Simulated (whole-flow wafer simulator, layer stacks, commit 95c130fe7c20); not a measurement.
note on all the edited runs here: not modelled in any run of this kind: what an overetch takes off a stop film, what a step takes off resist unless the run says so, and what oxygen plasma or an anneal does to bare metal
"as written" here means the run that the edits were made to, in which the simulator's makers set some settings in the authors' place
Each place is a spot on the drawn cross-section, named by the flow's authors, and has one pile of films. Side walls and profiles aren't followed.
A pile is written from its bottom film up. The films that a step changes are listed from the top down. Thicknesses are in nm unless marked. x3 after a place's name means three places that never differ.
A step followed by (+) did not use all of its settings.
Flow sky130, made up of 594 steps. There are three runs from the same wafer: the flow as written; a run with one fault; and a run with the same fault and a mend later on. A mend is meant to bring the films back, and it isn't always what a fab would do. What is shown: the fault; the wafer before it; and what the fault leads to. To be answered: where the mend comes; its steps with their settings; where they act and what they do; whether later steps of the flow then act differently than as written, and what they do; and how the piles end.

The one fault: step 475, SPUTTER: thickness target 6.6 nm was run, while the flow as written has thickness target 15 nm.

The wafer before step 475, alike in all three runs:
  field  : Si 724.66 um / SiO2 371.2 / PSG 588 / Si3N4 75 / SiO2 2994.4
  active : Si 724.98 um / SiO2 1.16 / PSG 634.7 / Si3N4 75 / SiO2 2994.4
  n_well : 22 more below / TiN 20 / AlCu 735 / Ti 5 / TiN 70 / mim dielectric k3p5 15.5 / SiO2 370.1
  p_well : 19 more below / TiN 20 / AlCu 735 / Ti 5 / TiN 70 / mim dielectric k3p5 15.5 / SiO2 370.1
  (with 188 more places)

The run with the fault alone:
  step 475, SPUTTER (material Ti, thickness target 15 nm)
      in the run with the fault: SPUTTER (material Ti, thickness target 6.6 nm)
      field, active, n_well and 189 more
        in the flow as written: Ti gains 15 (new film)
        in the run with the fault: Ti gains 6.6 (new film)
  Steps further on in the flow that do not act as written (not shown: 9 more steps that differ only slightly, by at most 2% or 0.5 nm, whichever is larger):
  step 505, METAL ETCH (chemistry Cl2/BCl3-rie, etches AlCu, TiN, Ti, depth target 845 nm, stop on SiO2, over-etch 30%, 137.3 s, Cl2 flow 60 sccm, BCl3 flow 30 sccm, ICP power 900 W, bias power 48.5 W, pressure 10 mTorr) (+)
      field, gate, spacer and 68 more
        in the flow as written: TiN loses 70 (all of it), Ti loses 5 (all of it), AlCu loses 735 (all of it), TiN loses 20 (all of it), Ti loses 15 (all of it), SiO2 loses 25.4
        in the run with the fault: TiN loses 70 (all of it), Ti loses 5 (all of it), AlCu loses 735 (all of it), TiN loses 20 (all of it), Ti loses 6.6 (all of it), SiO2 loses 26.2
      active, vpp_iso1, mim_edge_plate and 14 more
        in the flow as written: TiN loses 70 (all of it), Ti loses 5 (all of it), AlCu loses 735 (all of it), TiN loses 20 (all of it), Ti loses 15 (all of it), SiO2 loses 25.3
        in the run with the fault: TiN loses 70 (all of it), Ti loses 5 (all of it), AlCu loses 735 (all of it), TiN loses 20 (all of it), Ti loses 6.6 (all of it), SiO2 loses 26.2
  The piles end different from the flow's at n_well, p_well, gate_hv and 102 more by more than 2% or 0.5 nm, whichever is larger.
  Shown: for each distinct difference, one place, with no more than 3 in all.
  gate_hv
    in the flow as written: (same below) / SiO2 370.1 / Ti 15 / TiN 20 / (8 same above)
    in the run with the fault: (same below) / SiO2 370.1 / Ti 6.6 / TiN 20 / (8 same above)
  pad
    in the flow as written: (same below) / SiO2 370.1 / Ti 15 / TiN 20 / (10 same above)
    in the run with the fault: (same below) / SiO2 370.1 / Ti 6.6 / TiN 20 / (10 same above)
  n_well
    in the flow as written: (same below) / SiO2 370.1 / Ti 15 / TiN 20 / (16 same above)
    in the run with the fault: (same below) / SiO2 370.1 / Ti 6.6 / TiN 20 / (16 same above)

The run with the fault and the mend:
  After step 475 comes the mend.
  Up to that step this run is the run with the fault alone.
  step 475a, SPUTTER (material Ti, thickness target 8.4 nm) (the flow's step 475 again, with other settings)
      field, active, n_well and 189 more
        Ti gains 8.4
  Every later step of the flow that is run acts as written at every place that is followed.
  The piles end the same as the flow's at every place that both follow.
